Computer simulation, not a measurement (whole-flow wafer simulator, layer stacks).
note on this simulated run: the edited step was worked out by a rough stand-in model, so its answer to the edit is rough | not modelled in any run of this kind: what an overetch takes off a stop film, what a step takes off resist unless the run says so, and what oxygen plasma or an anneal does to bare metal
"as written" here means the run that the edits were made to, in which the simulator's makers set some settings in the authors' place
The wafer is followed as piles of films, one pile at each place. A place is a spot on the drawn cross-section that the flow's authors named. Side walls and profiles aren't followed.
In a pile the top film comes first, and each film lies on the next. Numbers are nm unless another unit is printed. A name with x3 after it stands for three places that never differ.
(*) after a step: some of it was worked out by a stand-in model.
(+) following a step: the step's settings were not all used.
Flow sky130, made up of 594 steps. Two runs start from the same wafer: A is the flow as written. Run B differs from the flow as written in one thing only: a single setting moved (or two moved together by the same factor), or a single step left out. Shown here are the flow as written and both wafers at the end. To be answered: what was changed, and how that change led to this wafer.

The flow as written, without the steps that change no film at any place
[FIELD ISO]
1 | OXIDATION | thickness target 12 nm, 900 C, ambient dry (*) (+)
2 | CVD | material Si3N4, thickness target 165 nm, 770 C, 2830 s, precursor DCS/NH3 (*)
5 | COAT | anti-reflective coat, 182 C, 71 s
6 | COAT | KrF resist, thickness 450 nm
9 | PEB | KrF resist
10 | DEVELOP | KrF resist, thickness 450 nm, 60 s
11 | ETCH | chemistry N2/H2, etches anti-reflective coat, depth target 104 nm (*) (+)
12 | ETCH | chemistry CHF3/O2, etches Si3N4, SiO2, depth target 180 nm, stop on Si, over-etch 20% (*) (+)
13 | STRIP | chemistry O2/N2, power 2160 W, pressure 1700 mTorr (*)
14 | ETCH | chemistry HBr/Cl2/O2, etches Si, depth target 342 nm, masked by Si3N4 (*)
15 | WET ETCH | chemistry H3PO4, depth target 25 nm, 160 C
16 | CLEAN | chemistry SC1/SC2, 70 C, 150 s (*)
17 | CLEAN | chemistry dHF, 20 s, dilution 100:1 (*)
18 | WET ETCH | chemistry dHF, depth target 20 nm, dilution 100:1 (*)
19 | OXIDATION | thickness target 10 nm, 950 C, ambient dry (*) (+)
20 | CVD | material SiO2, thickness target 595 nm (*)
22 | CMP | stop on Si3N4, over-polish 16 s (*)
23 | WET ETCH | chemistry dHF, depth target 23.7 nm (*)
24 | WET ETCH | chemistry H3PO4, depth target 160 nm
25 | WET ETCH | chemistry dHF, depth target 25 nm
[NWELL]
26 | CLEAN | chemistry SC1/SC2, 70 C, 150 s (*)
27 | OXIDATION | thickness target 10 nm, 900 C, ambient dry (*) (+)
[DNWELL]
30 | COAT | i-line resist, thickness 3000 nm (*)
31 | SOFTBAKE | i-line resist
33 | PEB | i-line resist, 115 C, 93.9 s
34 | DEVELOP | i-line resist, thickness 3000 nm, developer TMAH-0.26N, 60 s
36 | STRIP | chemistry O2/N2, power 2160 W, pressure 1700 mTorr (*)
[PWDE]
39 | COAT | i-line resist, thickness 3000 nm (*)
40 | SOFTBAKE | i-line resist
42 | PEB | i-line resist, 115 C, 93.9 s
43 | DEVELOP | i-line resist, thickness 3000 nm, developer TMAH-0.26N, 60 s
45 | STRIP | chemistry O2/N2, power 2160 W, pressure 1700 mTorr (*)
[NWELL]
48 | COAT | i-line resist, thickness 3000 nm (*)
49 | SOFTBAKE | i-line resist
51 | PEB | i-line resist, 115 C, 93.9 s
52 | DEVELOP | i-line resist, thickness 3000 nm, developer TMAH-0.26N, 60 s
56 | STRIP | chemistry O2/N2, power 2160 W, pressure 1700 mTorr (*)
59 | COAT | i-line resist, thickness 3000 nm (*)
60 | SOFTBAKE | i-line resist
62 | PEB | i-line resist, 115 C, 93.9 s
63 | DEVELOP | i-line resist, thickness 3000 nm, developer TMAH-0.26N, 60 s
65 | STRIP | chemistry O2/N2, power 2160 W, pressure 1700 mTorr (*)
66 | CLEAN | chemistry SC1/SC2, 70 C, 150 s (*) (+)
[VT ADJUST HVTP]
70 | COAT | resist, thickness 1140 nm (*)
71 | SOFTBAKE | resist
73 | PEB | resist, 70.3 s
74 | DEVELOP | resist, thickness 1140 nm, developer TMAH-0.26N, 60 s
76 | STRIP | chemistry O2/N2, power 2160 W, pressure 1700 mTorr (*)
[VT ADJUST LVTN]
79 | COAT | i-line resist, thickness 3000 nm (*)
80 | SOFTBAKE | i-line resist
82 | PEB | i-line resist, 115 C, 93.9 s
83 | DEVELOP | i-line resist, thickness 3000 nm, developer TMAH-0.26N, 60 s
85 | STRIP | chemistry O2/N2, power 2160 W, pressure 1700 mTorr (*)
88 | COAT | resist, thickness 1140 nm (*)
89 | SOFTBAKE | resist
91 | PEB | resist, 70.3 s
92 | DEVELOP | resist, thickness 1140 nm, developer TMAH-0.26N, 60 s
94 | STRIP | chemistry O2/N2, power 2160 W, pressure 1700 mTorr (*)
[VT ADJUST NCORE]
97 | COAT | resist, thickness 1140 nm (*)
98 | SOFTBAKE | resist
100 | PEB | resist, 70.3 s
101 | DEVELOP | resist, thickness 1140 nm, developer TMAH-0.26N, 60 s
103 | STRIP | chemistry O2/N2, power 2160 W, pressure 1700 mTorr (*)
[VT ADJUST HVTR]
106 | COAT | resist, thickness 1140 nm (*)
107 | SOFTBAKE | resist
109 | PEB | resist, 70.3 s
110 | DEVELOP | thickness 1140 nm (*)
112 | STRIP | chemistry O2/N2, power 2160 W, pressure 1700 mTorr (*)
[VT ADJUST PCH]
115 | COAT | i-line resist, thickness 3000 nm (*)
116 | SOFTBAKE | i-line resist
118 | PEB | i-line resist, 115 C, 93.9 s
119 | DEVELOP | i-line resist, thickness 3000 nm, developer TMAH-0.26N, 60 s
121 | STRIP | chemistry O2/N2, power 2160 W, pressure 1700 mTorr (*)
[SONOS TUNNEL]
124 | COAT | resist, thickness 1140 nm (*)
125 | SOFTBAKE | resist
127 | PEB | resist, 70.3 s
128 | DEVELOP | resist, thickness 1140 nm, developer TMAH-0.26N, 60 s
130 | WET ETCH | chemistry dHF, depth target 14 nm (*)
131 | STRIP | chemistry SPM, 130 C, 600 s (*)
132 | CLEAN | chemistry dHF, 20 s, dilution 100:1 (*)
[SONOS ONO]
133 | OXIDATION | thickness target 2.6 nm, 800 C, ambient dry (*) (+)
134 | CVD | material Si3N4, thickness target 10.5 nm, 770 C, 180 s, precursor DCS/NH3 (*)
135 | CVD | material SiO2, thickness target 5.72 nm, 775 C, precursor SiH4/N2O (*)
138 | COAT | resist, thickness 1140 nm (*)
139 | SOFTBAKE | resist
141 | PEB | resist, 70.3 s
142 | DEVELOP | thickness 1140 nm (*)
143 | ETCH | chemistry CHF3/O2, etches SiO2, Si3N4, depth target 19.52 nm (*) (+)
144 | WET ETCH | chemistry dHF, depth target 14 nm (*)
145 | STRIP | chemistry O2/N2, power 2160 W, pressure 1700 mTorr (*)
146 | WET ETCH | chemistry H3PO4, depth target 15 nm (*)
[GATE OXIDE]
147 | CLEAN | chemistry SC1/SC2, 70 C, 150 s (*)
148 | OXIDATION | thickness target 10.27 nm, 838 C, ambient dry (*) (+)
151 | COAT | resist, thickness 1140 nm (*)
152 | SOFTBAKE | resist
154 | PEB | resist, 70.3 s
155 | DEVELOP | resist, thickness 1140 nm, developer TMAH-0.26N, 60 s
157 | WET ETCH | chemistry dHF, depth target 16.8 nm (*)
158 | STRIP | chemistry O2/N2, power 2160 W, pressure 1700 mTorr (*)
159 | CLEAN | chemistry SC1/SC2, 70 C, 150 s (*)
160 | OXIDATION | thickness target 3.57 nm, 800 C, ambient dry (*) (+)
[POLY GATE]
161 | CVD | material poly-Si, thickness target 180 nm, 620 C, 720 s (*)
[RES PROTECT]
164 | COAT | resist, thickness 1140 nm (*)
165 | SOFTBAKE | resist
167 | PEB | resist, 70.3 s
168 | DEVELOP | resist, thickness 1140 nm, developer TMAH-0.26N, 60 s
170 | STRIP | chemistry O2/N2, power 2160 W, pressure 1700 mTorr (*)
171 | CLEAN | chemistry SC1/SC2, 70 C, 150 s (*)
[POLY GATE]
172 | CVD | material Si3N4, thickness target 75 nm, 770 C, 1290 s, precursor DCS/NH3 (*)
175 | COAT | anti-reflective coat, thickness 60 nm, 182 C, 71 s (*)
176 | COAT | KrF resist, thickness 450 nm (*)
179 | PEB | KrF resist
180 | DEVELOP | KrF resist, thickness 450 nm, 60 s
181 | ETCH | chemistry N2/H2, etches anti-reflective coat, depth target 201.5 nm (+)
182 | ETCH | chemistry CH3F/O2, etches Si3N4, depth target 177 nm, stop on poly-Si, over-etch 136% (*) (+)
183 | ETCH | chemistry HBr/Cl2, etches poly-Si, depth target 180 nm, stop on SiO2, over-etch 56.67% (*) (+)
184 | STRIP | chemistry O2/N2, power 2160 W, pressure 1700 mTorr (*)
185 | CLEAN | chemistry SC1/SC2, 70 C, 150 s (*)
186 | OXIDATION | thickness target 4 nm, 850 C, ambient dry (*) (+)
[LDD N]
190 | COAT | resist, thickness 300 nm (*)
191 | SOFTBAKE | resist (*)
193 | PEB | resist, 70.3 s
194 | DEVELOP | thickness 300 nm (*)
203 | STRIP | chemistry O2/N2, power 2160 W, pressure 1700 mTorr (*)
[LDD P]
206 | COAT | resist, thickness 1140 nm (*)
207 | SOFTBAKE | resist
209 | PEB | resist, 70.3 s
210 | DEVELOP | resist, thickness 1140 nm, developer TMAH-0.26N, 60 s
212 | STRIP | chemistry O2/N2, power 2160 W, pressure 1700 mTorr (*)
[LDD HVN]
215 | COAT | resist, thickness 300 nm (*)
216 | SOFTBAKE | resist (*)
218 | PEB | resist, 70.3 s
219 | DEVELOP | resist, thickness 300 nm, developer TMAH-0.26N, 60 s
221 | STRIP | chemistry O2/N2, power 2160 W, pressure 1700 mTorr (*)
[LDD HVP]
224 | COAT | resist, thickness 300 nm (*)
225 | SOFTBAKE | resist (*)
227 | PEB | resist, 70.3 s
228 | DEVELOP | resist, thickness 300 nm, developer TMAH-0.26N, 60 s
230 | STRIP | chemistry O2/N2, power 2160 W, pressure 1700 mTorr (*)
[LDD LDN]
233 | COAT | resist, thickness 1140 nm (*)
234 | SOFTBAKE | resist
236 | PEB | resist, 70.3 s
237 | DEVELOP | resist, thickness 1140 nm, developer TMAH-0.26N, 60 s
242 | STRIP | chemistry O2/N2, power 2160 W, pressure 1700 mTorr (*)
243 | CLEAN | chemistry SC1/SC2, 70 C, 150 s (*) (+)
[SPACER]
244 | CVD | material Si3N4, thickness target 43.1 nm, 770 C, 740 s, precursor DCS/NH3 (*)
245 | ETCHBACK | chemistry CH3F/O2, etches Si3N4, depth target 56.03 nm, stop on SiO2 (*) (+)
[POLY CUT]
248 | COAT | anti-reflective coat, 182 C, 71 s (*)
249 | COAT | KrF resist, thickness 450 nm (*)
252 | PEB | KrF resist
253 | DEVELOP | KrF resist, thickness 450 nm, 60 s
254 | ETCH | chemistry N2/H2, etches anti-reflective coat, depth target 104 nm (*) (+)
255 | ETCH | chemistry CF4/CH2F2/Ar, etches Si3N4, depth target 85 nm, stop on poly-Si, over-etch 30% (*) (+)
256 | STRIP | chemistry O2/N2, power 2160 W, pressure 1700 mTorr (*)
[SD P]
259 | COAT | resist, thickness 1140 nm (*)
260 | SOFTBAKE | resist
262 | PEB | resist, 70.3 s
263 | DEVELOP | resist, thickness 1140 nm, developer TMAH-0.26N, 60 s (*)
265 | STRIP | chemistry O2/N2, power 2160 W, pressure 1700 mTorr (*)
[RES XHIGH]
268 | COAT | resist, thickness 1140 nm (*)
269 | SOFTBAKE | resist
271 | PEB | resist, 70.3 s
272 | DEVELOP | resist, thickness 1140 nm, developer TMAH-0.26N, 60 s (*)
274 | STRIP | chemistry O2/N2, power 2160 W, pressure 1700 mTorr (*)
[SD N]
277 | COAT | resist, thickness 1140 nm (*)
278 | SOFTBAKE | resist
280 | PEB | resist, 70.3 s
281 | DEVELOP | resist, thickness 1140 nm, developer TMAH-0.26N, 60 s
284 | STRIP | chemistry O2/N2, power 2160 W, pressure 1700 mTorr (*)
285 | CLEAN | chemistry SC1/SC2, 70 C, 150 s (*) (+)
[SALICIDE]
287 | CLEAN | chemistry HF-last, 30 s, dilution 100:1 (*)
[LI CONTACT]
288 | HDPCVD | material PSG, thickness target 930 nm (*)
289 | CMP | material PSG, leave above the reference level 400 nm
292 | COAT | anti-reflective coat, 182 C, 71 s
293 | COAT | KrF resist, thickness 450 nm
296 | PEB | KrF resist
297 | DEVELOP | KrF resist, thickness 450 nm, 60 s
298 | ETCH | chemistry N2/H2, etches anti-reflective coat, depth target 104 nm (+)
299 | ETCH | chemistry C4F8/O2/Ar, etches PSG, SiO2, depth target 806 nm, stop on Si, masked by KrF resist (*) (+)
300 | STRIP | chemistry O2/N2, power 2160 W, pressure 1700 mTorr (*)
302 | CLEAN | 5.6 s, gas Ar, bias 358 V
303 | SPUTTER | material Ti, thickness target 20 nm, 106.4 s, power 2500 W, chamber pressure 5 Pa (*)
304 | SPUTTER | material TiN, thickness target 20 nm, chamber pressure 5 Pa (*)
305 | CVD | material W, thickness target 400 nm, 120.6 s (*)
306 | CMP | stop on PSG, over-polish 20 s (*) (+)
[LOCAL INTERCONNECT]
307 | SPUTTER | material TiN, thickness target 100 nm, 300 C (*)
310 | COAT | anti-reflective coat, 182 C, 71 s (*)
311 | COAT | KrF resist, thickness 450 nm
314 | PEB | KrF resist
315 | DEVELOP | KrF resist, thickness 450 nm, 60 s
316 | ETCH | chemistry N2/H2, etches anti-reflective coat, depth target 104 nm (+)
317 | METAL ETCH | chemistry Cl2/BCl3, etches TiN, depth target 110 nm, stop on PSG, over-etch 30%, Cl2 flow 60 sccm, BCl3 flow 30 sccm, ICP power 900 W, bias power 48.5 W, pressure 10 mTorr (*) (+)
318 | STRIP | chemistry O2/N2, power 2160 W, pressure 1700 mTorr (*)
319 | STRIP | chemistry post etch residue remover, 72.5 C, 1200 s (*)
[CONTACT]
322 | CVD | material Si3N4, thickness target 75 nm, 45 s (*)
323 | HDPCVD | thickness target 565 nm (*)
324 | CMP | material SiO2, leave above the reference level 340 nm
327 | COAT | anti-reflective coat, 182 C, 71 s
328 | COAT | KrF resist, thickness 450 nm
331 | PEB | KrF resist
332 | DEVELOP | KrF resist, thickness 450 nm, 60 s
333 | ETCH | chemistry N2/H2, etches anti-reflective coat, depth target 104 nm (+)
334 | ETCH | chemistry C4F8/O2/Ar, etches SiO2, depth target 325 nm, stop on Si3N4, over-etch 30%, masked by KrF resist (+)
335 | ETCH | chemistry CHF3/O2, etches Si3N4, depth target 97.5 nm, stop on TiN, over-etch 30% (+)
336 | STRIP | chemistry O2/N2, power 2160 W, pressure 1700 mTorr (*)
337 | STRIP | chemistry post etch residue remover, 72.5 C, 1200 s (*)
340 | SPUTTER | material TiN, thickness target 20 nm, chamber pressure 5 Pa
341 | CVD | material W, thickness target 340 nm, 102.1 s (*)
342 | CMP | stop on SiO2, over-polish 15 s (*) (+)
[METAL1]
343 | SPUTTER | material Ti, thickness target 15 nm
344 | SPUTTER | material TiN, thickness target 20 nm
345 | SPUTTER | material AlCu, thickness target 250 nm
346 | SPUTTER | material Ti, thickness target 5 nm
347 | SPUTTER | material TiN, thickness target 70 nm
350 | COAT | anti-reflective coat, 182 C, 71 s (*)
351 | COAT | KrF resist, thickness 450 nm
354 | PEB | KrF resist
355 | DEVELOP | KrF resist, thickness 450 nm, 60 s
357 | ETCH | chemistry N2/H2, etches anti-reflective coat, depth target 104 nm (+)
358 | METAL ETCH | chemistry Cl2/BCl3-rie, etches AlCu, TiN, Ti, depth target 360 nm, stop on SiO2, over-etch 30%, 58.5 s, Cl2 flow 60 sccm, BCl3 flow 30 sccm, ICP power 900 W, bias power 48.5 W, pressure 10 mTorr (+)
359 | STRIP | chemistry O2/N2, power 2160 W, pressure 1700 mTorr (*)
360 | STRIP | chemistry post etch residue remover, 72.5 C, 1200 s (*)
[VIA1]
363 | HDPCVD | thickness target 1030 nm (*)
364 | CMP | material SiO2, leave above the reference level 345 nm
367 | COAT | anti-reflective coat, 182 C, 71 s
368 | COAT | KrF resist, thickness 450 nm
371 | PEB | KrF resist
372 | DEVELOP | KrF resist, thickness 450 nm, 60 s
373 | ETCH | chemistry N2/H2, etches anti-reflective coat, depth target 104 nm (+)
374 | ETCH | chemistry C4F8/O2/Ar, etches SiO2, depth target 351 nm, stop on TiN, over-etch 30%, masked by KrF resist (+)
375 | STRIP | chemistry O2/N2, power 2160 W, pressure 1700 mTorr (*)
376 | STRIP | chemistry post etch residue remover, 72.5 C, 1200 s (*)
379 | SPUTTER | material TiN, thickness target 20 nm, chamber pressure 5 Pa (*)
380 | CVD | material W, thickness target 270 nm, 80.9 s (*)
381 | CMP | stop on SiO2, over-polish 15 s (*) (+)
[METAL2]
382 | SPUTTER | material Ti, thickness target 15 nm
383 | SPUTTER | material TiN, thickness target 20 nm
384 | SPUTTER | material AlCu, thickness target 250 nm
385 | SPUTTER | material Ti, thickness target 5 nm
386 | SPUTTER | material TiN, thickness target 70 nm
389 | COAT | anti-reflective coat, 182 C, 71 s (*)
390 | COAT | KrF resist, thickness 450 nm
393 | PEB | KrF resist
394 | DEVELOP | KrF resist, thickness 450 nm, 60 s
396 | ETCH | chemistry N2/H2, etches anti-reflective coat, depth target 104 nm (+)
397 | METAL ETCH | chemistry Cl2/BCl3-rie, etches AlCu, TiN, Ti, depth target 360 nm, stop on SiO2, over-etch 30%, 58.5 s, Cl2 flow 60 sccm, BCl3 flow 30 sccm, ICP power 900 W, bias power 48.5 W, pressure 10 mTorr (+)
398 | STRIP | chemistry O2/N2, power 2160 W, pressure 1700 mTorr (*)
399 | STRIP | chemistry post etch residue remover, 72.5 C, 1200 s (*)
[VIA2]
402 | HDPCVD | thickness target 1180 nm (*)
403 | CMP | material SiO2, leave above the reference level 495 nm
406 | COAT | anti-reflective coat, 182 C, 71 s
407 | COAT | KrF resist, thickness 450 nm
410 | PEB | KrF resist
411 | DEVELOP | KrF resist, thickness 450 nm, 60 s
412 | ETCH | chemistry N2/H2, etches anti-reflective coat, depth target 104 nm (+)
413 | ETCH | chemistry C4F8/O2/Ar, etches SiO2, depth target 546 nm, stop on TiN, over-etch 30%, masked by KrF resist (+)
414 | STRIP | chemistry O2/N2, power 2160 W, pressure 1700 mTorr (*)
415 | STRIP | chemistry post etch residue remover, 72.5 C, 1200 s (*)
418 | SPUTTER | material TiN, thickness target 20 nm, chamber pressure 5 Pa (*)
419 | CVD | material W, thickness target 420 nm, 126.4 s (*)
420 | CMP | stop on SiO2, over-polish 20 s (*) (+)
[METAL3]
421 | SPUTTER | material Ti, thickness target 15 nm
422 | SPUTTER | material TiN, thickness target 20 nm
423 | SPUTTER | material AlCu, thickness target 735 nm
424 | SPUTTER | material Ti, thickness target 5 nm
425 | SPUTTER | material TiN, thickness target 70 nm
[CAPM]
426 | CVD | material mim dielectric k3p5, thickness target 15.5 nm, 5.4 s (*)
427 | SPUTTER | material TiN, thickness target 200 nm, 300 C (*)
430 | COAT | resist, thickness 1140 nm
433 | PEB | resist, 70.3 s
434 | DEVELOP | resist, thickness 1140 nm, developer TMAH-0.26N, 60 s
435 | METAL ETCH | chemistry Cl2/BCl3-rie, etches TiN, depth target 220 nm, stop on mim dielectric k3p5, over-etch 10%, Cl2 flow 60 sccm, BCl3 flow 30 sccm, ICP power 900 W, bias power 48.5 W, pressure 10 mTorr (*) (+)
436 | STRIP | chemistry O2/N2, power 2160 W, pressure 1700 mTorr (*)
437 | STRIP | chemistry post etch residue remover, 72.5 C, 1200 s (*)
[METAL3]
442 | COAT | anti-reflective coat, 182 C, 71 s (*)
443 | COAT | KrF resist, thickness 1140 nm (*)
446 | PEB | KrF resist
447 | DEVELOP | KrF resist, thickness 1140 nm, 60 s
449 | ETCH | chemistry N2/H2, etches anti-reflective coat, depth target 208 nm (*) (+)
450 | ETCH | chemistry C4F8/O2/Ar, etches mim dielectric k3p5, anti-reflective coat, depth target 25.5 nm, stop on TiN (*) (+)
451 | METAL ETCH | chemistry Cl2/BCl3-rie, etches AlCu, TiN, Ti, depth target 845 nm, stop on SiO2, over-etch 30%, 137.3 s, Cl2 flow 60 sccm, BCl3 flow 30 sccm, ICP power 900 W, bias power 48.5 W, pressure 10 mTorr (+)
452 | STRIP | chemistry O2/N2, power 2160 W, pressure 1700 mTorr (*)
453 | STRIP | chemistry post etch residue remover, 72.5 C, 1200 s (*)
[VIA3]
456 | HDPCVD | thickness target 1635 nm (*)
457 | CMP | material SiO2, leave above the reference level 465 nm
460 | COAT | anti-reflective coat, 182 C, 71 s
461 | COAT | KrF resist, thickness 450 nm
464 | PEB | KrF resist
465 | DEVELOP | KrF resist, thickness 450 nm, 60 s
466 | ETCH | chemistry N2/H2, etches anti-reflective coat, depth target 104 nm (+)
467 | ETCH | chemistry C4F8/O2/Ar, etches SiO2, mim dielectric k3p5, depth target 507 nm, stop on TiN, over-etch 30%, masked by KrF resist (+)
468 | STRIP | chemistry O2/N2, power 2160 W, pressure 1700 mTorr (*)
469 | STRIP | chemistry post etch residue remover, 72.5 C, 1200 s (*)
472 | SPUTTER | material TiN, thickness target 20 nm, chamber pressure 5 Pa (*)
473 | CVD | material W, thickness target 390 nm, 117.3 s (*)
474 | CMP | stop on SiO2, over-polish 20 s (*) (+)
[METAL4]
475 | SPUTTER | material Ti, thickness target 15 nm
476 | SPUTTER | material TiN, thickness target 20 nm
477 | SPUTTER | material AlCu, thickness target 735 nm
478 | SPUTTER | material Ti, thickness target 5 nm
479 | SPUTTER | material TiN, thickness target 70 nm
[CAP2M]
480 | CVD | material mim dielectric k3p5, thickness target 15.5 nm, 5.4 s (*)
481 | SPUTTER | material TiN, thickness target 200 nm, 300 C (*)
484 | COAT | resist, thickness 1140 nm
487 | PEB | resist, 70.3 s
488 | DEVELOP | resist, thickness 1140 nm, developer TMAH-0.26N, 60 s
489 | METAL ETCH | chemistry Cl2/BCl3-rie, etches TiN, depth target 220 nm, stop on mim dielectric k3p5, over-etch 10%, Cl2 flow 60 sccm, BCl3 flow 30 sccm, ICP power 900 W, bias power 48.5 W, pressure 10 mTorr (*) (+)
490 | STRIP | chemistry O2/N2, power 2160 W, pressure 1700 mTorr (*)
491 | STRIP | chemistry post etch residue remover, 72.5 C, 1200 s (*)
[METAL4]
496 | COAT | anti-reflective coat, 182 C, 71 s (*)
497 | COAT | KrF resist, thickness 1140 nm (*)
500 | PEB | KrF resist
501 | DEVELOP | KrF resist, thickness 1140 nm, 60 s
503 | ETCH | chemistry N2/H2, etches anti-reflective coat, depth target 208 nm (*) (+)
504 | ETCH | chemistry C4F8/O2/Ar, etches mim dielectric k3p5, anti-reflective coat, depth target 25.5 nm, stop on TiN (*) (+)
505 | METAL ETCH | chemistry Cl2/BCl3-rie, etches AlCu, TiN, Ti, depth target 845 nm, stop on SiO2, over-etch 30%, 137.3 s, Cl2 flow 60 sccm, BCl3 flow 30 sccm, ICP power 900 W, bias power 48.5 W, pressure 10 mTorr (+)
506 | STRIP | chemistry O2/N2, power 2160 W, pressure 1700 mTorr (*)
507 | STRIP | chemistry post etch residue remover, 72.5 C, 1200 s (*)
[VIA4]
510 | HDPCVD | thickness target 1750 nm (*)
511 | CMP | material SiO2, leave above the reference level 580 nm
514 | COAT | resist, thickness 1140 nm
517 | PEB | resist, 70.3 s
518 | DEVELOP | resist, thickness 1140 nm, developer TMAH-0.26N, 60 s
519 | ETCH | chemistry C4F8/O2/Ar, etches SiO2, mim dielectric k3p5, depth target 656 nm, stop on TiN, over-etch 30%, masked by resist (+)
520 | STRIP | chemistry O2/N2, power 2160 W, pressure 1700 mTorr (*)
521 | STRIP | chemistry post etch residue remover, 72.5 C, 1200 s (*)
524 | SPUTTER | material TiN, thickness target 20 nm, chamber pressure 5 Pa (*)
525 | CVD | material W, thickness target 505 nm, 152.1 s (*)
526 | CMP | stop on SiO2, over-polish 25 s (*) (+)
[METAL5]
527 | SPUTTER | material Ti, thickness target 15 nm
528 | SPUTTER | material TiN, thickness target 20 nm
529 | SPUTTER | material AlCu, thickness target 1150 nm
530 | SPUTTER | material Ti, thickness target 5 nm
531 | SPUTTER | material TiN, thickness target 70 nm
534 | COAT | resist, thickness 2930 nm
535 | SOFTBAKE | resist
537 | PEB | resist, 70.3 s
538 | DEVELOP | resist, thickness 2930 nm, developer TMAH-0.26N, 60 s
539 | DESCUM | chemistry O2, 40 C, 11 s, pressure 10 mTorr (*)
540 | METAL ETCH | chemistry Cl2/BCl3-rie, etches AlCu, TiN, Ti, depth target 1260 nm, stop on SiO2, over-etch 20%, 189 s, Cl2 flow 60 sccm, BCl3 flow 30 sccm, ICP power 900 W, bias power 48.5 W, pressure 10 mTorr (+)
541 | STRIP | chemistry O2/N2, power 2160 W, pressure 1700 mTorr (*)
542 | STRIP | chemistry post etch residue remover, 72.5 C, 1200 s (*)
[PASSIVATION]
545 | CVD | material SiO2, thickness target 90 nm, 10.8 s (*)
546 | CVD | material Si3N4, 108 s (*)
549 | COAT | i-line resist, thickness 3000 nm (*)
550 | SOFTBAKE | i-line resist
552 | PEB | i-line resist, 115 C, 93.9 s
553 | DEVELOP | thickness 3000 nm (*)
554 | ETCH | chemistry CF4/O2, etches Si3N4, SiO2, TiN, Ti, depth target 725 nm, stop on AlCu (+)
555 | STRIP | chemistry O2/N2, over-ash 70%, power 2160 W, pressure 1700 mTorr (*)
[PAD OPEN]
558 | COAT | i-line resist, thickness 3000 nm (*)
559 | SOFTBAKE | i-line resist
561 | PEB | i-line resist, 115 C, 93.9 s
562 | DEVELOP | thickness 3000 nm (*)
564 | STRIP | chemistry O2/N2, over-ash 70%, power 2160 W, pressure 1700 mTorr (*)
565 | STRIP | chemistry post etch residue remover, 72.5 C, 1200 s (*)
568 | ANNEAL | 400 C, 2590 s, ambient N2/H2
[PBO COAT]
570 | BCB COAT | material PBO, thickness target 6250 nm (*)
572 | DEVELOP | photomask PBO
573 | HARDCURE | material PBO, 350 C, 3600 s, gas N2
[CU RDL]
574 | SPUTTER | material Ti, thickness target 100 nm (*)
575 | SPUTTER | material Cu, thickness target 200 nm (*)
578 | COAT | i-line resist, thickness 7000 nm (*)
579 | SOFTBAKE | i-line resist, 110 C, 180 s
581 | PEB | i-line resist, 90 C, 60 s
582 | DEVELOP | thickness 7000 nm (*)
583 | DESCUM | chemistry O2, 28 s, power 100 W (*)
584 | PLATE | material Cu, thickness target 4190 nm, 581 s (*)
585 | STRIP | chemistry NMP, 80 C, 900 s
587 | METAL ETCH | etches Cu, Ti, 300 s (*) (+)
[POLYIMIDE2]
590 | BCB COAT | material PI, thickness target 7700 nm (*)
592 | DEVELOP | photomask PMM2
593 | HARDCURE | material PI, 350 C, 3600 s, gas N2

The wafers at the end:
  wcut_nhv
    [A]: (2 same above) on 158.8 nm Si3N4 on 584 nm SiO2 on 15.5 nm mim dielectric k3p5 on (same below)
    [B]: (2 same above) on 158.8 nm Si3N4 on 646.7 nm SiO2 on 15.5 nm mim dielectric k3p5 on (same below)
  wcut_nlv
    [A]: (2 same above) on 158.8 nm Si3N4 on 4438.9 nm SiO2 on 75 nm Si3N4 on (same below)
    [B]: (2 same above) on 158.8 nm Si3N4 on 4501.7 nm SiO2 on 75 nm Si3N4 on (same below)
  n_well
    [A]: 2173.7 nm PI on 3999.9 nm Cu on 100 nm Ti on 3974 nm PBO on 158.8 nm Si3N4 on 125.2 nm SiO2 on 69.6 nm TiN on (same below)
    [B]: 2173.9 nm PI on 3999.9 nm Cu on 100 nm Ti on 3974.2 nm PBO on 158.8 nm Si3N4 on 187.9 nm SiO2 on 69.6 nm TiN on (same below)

What caused this: step 545, CVD: thickness target 136 nm was run, whereas the flow has thickness target 90 nm; step 545, CVD: 16.3 s was run, where the flow has 10.8 s.

Step by step, how the change led to this:
  545 | CVD | material SiO2, thickness target 90 nm, 10.8 s (*)
      field, active, gate and 175 more: A +125.2 SiO2 | B +187.9 SiO2
      n_well, p_well, sd_n and 12 more: A +125.2 SiO2 (new film) | B +187.9 SiO2 (new film)
  550 | SOFTBAKE | i-line resist
      active: A +12 i-line resist | B +13.3 i-line resist
      gate: A -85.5 i-line resist | B -89 i-line resist
      (and at 60 other places as well)
  554 | ETCH | chemistry CF4/O2, etches Si3N4, SiO2, TiN, Ti, depth target 725 nm, stop on AlCu (+)
      field, active, n_well and 189 more: A -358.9 i-line resist | B -421.6 i-line resist
      pad: A -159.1 Si3N4 (all of it), -125.2 SiO2 (all of it), -69.6 TiN (all of it), -5 Ti (all of it) | B -159.1 Si3N4 (all of it), -187.9 SiO2 (all of it), -69.6 TiN (all of it), -5 Ti (all of it)
  555 | STRIP | chemistry O2/N2, over-ash 70%, power 2160 W, pressure 1700 mTorr (*)
      gate_hv, dice_street, iso_guard and 83 more: A -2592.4 i-line resist (all of it) | B -2529.6 i-line resist (all of it)
      n_well, p_well, sd_n, sd_p: A -1340.8 i-line resist (all of it) | B -1278.1 i-line resist (all of it)
      (and at 102 other places as well)
  558 | COAT | i-line resist, thickness 3000 nm (*)
      pad: A +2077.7 i-line resist (new film) | B +2140.8 i-line resist (new film)
  559 | SOFTBAKE | i-line resist
      field: A +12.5 i-line resist | B +13.9 i-line resist
      active: A +12 i-line resist | B +13.3 i-line resist
      (and at 67 other places as well)
  561 | PEB | i-line resist, 115 C, 93.9 s
      pad: A -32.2 i-line resist | B -33.3 i-line resist
  562 | DEVELOP | thickness 3000 nm (*)
      pad: A -2045.5 i-line resist (all of it) | B -2107.5 i-line resist (all of it)
  578 | COAT | i-line resist, thickness 7000 nm (*)
      pad: A +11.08 um i-line resist (new film) | B +11.15 um i-line resist (new film)
  579 | SOFTBAKE | i-line resist, 110 C, 180 s
      ndiff_licon_rim, ndiff_licon: A -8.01 i-line resist | B -8.85 i-line resist
      rpo_hd_licon, mim2: A -14.9 i-line resist | B -15.8 i-line resist
      (and at 26 other places as well)
  582 | DEVELOP | thickness 7000 nm (*)
      pad: A -11.08 um i-line resist (all of it) | B -11.15 um i-line resist (all of it)
